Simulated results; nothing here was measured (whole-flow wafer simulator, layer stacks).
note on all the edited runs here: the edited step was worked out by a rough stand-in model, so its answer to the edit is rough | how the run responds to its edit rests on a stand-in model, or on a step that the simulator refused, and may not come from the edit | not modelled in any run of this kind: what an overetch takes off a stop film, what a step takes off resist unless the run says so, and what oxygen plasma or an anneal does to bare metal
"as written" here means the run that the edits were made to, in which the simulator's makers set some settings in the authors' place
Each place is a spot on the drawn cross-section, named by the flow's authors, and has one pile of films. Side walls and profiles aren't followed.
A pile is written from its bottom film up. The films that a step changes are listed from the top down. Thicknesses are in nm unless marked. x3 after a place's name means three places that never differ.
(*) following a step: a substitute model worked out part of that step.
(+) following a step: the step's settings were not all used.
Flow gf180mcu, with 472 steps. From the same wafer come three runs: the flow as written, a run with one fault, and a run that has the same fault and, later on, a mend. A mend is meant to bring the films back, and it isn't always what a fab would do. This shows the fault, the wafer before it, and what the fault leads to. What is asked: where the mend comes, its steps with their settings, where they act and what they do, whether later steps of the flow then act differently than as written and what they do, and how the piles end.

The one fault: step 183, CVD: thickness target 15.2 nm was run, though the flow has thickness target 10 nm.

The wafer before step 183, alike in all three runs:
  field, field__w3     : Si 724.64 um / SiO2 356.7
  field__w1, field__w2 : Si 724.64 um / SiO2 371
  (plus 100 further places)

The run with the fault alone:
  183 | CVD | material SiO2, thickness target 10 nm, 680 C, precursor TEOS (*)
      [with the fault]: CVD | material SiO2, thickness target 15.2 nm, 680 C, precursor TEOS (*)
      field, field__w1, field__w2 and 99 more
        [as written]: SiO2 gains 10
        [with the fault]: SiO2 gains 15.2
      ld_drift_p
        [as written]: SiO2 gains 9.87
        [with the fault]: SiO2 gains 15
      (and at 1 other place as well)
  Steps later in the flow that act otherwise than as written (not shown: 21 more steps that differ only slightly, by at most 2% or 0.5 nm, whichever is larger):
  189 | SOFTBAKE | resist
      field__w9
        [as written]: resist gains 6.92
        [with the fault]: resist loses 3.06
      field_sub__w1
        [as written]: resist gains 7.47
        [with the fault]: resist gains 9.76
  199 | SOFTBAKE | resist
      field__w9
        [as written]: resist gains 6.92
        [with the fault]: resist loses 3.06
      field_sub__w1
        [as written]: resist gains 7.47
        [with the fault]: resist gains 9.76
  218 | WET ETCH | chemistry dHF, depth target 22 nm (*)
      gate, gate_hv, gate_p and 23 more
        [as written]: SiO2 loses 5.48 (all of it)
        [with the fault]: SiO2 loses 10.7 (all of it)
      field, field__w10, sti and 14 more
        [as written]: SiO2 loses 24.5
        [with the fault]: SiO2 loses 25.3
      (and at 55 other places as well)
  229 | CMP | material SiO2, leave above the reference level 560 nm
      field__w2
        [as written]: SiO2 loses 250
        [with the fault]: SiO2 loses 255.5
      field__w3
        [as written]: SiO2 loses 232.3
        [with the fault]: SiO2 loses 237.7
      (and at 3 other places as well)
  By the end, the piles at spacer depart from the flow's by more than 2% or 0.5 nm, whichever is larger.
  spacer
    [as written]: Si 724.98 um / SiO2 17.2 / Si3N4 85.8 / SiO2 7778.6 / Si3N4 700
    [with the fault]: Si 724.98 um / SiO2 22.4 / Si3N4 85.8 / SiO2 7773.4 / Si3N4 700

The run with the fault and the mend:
  After step 216 comes the mend.
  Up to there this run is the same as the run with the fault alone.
  217 | ETCH | chemistry C4F8/O2/Ar, etches SiO2, depth target 60.2 nm, masked by resist (*) (+) (the flow's step 217; as written it has depth target 55 nm)
      field, field__w1, field__w2 and 96 more
        SiO2 loses 60.2
      field__w5, field__w9, field__w13 and 8 more
        resist loses 12
      spacer
        SiO2 loses 50 (all of it), Si3N4 loses 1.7
  Steps later in the flow that act otherwise than as written (not shown: 9 more steps that differ only slightly, by at most 2% or 0.5 nm, whichever is larger):
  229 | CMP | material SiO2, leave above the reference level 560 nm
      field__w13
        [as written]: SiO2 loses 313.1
        [with the mend]: SiO2 loses 319.8
  By the end, the piles at spacer depart from the flow's by more than 2% or 0.5 nm, whichever is larger.
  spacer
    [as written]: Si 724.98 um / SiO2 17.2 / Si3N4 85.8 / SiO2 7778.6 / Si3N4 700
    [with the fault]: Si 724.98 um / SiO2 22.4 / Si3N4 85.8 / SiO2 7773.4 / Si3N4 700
    [with the mend]: Si 724.98 um / SiO2 22.4 / Si3N4 85 / SiO2 7774.2 / Si3N4 700
